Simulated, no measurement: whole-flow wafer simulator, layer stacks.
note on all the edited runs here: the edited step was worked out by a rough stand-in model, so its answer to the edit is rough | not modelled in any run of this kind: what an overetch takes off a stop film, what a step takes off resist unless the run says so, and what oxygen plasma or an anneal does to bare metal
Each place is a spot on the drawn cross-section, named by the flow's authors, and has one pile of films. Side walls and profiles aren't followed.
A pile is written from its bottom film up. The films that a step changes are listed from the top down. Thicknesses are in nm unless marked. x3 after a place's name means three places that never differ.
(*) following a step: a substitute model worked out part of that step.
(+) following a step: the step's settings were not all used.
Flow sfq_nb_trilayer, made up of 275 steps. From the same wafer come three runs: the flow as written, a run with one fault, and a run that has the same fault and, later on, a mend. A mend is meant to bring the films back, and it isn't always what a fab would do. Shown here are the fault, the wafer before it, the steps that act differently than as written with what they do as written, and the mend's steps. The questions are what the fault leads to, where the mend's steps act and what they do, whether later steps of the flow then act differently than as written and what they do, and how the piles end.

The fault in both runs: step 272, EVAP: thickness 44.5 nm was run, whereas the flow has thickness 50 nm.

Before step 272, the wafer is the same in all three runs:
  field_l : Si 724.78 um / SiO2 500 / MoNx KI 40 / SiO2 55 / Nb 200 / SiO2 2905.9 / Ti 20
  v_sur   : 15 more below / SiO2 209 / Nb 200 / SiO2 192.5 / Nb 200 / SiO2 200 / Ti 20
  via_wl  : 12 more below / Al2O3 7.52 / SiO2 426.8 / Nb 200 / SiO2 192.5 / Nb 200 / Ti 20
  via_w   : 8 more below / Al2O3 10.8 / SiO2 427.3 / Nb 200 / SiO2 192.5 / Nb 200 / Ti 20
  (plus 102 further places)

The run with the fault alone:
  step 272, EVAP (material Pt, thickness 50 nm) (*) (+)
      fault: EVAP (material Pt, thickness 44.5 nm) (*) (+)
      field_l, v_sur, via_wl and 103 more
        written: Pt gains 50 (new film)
        fault: Pt gains 44.5 (new film)
  Steps later in the flow that act otherwise than as written:
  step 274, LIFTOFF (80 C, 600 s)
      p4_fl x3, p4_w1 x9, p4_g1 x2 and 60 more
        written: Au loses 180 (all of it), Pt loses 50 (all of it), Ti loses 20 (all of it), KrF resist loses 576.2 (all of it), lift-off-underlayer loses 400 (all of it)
        fault: Au loses 180 (all of it), Pt loses 44.5 (all of it), Ti loses 20 (all of it), KrF resist loses 576.2 (all of it), lift-off-underlayer loses 400 (all of it)
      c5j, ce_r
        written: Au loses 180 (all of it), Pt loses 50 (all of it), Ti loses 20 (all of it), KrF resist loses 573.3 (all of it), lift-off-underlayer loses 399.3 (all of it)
        fault: Au loses 180 (all of it), Pt loses 44.5 (all of it), Ti loses 20 (all of it), KrF resist loses 573.3 (all of it), lift-off-underlayer loses 399.3 (all of it)
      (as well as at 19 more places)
  At field_l, v_sur, via_wl and 8 more, the piles at the end differ from the flow's by more than 2% or 0.5 nm, whichever is larger.
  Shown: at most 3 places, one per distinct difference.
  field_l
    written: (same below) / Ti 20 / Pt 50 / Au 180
    fault: (same below) / Ti 20 / Pt 44.5 / Au 180

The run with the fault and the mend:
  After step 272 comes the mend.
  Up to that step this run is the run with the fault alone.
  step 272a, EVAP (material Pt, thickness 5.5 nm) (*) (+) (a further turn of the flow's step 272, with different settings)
      field_l, v_sur, via_wl and 103 more
        Pt gains 5.5
  Every later step of the flow that is run acts as written at every place that is followed.
  At every place that both follow, the piles at the end match the flow's.
